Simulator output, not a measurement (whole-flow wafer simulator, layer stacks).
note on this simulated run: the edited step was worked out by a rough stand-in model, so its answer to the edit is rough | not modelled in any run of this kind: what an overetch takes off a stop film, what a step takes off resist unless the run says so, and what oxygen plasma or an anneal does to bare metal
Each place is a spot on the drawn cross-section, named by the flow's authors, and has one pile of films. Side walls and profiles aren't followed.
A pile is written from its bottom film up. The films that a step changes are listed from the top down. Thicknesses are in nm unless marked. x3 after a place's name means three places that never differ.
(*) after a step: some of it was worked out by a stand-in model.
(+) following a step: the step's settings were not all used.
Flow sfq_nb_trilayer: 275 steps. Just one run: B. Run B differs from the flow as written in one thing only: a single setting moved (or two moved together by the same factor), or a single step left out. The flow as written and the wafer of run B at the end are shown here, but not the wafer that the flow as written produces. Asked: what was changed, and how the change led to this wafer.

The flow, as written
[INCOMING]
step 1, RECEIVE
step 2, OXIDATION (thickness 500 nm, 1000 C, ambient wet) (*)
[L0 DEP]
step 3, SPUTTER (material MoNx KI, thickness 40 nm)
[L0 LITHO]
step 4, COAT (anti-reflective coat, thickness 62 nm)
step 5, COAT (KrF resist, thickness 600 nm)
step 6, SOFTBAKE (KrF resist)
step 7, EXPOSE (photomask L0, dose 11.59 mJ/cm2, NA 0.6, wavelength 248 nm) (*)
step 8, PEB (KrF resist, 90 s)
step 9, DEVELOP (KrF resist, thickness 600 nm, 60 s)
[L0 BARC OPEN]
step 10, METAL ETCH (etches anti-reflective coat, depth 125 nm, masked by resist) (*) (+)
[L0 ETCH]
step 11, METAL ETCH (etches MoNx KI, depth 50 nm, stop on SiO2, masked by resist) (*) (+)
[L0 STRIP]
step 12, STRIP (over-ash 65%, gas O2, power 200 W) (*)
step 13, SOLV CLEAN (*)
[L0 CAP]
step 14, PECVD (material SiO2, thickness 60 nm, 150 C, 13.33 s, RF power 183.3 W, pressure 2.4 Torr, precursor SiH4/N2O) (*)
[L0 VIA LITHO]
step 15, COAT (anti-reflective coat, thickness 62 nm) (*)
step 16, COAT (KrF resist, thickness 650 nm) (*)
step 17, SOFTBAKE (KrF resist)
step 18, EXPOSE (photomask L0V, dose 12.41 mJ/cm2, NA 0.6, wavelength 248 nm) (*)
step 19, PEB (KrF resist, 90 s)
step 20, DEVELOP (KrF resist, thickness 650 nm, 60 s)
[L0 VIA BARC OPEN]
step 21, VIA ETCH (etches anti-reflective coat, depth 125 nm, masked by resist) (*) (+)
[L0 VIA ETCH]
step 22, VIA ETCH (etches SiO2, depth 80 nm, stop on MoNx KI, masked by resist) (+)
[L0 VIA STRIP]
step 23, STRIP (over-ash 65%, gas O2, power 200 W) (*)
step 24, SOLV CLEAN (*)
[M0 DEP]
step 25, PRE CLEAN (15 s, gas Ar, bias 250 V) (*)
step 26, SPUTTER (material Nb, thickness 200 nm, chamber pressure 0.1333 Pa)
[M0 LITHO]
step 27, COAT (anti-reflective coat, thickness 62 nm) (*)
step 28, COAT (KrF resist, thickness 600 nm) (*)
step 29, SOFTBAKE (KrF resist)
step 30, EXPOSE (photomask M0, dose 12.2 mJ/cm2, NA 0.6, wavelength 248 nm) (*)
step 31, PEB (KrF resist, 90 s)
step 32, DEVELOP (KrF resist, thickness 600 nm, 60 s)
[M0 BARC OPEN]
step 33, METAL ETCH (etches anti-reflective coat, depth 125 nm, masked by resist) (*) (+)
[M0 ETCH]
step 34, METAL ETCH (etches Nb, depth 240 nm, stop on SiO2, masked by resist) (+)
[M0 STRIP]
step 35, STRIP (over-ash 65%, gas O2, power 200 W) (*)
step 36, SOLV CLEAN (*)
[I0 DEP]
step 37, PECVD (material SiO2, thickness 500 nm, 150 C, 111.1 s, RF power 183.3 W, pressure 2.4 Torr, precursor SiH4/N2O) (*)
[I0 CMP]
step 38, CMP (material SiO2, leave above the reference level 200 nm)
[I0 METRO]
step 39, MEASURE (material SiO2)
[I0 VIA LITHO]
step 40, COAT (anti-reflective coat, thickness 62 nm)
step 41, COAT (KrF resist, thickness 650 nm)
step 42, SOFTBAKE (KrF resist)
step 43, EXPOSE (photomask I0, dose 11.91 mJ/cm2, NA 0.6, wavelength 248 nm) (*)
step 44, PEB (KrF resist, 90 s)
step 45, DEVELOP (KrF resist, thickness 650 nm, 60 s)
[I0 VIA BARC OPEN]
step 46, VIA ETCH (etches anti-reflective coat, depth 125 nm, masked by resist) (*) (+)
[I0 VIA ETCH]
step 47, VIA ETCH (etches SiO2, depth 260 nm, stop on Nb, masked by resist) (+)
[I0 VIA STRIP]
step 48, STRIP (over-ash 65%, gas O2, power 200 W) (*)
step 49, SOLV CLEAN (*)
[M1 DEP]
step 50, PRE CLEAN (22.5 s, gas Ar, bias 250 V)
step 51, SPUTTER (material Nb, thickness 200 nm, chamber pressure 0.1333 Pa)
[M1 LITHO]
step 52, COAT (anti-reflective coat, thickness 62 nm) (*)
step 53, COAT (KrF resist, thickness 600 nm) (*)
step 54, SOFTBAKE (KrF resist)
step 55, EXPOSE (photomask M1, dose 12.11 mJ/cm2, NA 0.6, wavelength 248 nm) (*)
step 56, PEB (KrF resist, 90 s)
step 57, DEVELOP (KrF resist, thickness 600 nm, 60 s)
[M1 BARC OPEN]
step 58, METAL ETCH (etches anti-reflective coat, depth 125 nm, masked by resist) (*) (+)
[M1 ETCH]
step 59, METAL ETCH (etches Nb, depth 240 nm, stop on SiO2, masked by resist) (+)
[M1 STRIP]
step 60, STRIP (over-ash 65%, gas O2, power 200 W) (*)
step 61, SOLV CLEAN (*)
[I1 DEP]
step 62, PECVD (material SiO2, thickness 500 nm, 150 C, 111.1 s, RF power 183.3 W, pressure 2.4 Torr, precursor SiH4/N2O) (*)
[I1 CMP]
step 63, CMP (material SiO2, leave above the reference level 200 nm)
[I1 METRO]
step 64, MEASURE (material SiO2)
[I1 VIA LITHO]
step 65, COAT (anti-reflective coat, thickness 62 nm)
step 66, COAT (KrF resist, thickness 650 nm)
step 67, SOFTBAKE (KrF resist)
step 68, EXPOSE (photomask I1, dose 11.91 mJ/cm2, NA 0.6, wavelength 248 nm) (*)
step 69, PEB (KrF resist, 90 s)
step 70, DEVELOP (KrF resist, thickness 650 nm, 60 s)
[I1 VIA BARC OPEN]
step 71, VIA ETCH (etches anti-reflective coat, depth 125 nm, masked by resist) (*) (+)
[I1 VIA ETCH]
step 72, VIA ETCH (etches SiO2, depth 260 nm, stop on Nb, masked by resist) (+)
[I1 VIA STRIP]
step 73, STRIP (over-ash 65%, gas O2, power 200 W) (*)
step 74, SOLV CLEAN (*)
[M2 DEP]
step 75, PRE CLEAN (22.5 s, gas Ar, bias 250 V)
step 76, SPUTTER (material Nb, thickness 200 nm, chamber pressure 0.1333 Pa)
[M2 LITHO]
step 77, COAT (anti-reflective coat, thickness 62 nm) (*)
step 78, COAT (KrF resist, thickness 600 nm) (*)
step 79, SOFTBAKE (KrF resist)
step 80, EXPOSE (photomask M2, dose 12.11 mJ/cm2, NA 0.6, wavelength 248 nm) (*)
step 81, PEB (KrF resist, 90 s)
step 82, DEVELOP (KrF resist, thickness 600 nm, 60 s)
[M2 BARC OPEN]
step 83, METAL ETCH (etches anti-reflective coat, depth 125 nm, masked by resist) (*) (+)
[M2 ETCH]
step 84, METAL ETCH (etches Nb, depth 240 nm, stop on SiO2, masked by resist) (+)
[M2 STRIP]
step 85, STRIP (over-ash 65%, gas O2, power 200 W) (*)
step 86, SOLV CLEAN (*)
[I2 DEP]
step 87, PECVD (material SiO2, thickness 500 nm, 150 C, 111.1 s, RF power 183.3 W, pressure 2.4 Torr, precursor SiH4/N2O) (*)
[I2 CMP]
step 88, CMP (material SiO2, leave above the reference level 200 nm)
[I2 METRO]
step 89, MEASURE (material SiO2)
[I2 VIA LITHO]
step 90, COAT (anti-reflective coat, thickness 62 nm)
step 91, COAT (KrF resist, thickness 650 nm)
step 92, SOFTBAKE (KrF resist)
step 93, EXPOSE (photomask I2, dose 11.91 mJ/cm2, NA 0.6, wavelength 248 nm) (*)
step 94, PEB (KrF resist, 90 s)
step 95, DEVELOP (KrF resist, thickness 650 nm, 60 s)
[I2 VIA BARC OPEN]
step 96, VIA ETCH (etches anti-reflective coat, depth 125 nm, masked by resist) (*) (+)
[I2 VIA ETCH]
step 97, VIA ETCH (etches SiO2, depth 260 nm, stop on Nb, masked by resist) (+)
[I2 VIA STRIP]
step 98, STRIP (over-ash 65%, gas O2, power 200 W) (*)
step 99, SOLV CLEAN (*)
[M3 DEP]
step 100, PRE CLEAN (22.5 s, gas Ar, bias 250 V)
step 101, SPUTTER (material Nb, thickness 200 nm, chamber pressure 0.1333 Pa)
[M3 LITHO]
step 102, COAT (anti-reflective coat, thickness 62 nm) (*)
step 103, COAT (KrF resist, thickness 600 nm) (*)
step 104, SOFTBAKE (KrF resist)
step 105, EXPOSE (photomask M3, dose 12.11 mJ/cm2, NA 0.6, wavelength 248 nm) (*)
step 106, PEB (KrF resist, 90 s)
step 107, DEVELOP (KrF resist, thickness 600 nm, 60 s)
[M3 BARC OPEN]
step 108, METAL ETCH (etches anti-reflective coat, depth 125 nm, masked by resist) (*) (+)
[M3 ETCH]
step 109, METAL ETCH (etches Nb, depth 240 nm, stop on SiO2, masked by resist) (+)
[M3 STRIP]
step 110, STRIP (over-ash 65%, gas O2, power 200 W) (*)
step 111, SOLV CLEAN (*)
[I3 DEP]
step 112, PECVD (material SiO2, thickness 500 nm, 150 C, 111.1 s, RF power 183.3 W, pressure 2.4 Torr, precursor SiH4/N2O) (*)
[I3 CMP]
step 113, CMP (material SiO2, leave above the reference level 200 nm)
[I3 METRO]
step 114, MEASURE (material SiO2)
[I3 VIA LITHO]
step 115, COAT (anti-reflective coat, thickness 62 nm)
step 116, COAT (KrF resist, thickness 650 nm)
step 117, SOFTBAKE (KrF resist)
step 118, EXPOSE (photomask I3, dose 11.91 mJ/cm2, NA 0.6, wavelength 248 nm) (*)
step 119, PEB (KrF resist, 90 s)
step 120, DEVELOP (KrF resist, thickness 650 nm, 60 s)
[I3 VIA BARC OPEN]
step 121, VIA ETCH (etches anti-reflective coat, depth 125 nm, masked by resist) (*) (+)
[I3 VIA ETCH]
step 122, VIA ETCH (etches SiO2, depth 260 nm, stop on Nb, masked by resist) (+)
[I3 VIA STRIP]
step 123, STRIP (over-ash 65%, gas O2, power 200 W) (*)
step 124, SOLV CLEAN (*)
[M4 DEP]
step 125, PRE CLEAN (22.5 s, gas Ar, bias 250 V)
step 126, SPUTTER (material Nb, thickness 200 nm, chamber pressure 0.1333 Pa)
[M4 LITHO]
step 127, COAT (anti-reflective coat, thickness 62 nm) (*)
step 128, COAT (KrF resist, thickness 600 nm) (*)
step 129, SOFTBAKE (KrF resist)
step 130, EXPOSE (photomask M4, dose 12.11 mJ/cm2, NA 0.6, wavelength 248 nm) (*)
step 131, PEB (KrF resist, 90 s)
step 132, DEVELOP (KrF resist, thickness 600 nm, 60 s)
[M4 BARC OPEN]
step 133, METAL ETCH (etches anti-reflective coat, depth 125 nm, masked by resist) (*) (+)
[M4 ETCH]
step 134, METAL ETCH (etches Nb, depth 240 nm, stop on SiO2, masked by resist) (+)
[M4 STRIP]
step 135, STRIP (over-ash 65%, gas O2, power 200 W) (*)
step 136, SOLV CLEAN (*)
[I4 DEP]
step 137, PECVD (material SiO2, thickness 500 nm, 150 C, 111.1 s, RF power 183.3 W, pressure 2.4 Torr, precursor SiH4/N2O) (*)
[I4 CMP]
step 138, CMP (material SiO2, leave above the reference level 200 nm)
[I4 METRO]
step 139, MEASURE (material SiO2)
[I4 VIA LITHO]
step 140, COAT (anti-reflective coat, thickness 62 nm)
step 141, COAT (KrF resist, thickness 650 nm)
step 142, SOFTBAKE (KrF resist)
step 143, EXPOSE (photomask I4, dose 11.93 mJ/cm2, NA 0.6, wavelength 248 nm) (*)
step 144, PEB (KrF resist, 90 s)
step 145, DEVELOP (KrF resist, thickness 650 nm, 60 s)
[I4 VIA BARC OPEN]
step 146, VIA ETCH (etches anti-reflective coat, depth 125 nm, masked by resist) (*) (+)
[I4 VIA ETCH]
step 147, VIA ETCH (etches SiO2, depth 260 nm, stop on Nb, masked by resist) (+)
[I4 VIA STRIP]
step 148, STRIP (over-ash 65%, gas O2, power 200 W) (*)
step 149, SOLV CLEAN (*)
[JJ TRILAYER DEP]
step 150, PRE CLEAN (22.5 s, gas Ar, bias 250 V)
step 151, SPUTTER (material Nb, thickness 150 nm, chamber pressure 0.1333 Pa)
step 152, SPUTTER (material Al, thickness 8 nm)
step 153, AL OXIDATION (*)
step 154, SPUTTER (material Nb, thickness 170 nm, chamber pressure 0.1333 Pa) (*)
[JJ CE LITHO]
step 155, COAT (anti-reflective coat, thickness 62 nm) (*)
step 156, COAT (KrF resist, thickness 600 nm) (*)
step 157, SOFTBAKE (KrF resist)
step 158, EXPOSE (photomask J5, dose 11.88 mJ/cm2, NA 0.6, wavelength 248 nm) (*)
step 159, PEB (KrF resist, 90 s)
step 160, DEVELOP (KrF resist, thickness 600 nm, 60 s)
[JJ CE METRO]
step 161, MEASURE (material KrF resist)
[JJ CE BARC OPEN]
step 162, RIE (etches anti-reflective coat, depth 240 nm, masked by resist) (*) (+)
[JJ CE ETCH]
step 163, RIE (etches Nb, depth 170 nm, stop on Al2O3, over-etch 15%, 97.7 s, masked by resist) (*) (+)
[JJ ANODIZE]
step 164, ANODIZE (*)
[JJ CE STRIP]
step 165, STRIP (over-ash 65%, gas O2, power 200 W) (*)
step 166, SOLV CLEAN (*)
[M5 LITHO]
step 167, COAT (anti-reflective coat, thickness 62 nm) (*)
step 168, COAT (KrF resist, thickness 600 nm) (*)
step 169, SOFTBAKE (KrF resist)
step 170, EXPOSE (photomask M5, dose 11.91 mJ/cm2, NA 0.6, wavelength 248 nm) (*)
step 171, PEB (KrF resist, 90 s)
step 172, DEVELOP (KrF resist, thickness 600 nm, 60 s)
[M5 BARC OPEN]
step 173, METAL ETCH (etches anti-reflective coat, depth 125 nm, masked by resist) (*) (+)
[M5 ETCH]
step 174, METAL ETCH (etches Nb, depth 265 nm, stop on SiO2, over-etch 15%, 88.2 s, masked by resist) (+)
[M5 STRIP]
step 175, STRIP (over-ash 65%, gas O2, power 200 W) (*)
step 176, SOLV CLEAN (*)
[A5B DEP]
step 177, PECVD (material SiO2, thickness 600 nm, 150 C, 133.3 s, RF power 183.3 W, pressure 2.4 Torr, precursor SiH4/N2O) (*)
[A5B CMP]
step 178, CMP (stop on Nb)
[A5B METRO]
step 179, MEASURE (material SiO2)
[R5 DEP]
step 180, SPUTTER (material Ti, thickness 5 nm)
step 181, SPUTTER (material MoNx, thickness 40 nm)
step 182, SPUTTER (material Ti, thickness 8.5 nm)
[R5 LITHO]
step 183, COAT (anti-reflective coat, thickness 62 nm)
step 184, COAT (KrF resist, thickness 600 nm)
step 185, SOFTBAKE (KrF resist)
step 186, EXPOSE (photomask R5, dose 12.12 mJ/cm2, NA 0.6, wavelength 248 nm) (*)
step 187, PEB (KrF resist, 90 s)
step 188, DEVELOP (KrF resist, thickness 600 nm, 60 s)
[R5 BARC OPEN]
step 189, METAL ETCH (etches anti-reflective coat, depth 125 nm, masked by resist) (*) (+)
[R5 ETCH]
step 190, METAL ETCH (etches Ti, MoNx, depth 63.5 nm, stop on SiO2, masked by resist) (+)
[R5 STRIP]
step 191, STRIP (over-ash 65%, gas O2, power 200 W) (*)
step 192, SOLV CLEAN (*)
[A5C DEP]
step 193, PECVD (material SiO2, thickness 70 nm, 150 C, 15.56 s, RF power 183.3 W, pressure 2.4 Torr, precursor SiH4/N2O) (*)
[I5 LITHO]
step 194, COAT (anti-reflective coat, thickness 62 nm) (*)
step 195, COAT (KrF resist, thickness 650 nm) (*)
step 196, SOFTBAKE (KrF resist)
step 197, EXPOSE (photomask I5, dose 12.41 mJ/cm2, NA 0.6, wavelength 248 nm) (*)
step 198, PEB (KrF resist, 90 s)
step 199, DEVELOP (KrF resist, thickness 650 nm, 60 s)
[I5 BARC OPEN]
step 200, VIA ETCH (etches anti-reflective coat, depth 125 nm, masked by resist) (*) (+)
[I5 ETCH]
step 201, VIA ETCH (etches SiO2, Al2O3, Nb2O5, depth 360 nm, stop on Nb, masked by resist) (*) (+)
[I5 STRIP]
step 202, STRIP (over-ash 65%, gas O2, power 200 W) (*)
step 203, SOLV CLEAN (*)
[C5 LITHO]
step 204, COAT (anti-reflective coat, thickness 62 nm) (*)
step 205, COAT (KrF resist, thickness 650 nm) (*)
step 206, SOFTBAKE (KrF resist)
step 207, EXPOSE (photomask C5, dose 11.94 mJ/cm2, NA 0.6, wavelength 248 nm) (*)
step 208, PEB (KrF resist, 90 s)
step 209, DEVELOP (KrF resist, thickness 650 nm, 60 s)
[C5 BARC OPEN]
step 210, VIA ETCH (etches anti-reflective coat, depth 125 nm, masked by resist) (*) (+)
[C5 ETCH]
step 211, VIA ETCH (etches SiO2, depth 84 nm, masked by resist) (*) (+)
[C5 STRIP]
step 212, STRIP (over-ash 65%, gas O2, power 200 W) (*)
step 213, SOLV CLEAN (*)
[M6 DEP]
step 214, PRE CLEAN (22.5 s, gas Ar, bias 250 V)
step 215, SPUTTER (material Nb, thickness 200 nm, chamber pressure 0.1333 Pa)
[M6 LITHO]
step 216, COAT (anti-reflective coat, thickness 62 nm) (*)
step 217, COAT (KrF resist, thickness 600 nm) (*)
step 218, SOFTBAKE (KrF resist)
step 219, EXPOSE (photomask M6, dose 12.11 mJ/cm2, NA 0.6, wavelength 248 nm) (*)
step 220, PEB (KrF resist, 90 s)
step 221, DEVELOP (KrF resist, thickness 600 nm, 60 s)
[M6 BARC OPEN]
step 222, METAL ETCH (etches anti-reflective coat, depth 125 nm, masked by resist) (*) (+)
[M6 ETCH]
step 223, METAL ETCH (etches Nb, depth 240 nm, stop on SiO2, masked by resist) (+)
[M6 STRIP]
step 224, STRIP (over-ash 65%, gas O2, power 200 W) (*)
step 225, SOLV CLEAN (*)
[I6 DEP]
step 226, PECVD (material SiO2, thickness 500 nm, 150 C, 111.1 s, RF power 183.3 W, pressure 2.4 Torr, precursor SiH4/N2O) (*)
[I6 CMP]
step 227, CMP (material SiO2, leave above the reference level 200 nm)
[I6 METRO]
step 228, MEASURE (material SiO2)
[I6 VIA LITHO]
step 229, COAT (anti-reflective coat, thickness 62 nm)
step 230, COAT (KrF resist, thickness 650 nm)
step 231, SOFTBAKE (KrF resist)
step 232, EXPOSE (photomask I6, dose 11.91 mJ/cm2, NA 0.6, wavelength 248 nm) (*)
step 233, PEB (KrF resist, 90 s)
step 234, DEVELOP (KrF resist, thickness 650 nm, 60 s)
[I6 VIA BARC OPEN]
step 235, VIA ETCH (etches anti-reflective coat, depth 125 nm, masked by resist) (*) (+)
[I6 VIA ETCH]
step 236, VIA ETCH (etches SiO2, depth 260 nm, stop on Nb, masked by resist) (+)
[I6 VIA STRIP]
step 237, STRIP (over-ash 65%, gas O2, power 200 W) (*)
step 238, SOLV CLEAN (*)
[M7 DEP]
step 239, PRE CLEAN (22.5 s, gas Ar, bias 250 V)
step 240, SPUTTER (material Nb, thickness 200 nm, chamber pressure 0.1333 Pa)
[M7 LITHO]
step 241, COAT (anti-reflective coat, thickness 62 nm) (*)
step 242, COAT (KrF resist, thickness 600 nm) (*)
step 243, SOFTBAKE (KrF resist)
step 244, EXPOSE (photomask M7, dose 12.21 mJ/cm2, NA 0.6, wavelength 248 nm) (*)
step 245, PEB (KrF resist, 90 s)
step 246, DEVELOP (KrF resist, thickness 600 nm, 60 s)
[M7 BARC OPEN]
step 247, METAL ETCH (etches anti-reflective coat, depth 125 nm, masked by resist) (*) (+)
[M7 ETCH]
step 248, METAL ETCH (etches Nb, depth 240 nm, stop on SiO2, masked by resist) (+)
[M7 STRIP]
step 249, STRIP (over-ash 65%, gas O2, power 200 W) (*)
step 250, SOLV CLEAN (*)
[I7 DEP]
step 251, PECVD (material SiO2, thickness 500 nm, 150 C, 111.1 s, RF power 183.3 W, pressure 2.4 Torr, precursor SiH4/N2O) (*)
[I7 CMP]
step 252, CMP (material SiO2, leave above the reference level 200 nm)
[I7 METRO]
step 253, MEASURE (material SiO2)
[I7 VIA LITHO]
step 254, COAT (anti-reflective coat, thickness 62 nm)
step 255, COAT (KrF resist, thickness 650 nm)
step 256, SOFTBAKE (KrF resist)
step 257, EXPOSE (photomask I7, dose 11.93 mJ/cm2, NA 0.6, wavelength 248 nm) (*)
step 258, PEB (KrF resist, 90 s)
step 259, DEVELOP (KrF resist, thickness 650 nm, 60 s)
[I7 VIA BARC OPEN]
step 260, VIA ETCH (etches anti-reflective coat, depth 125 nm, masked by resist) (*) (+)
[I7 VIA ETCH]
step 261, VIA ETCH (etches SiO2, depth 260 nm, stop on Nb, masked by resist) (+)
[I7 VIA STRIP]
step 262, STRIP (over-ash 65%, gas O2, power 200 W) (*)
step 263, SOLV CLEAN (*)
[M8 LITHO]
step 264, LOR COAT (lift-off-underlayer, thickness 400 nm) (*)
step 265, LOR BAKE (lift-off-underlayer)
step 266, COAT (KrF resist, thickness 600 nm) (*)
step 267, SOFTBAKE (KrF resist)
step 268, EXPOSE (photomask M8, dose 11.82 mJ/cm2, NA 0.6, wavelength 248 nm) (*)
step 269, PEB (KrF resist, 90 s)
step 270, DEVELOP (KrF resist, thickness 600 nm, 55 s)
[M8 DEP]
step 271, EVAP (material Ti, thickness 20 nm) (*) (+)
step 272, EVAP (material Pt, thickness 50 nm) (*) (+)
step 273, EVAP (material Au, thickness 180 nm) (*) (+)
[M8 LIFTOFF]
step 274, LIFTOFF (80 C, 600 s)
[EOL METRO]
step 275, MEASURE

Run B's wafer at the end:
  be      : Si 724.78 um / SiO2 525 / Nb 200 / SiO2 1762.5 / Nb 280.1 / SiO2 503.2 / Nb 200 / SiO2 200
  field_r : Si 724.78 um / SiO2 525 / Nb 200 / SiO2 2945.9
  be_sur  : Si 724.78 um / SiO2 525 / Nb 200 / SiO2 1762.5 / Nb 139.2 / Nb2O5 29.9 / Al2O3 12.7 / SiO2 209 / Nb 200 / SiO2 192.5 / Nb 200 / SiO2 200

The reason: step 14, PECVD: thickness 30 nm was run, whereas the flow has thickness 60 nm; step 14, PECVD: 6.667 s was run, where the flow has 13.33 s.

How this came from the change, step by step:
  step 14, PECVD (material SiO2, thickness 60 nm, 150 C, 13.33 s, RF power 183.3 W, pressure 2.4 Torr, precursor SiH4/N2O) (*)
      v_sur, via_wl, via_w and 97 more: SiO2 gains 30 (in the flow as written it would be: SiO2 gains 60)
      field_l, l0_sur, l0v, l0r_line_l, l0r_line_c, l0r_line_r: SiO2 gains 30 (new film) (in the flow as written it would be: SiO2 gains 60 (new film))
  step 22, VIA ETCH (etches SiO2, depth 80 nm, stop on MoNx KI, masked by resist) (+)
      field_l, v_sur, via_wl and 102 more: KrF resist loses 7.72 (in the flow as written it would be: KrF resist loses 13.8)
      l0v: SiO2 loses 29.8 (all of it) (in the flow as written it would be: SiO2 loses 59.8 (all of it))
  step 26, SPUTTER (material Nb, thickness 200 nm, chamber pressure 0.1333 Pa)
      l0v: Nb gains 200 (new film) (in the flow as written it would be: Nb gains 195.7 (new film))
  step 27, COAT (anti-reflective coat, thickness 62 nm) (*)
      l0_sur: anti-reflective coat gains 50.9 (new film) (in the flow as written it would be: anti-reflective coat gains 47.5 (new film))
      l0v: anti-reflective coat gains 68.7 (new film) (in the flow as written it would be: anti-reflective coat gains 78 (new film))
  step 28, COAT (KrF resist, thickness 600 nm) (*)
      l0v: KrF resist gains 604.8 (new film) (in the flow as written it would be: KrF resist gains 622.9 (new film))
  step 35, STRIP (over-ash 65%, gas O2, power 200 W) (*)
      l0_sur: KrF resist loses 373.6 (all of it), anti-reflective coat loses 50.9 (all of it) (in the flow as written it would be: KrF resist loses 372 (all of it), anti-reflective coat loses 47.5 (all of it))
      l0v: KrF resist loses 387.2 (all of it), anti-reflective coat loses 68.7 (all of it) (in the flow as written it would be: KrF resist loses 405.3 (all of it), anti-reflective coat loses 78 (all of it))
  step 38, CMP (material SiO2, leave above the reference level 200 nm)
      l0v: SiO2 loses 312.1 (in the flow as written it would be: SiO2 loses 277.8)
